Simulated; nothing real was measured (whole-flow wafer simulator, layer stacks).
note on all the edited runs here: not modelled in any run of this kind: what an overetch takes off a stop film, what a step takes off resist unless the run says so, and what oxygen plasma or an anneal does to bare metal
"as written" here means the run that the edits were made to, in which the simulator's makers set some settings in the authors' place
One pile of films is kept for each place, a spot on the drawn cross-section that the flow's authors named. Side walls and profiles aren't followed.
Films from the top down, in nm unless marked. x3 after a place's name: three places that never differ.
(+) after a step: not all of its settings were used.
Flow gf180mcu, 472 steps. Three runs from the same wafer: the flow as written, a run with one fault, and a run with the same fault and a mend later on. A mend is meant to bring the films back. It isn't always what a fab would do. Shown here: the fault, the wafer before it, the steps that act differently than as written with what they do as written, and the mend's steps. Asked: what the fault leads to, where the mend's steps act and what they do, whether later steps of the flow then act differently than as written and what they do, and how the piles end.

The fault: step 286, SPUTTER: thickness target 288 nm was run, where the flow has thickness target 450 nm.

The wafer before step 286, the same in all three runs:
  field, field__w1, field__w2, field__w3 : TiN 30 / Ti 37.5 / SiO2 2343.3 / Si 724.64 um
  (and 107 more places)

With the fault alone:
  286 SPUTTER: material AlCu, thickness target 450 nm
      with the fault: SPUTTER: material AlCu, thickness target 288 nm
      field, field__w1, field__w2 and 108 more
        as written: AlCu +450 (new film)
        with the fault: AlCu +288 (new film)
  Later steps of the flow that act differently than as written (1 more step differs only slightly, by at most 2% or 0.5 nm, whichever is larger, and isn't shown):
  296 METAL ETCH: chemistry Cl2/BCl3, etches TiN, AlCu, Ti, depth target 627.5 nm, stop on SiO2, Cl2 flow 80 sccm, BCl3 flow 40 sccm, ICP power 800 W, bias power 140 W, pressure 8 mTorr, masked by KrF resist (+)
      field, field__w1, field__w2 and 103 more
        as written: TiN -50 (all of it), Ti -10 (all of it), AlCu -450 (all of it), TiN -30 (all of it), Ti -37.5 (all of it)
        with the fault: TiN -50 (all of it), Ti -10 (all of it), AlCu -288 (all of it), TiN -30 (all of it), Ti -37.5 (all of it)
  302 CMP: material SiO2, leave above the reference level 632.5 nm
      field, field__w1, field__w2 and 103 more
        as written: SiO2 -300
        with the fault: SiO2 -462
  At the end the piles differ from the flow's by more than 2% or 0.5 nm, whichever is larger, at field__w4, field__w8, active and 60 more.
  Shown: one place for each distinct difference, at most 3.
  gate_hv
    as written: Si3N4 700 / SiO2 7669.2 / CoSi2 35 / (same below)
    with the fault: Si3N4 700 / SiO2 7507.2 / CoSi2 35 / (same below)
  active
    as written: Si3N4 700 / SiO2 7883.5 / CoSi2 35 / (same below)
    with the fault: Si3N4 700 / SiO2 7721.5 / CoSi2 35 / (same below)
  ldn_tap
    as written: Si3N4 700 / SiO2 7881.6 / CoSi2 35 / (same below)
    with the fault: Si3N4 700 / SiO2 7719.6 / CoSi2 35 / (same below)

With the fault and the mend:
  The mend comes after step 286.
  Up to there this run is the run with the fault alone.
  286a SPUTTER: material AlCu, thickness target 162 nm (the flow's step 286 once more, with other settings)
      field, field__w1, field__w2 and 108 more
        AlCu +162
  No later step of the flow acts differently than as written at any place that is followed.
  At the end the piles are the same as the flow's at every place that both follow.
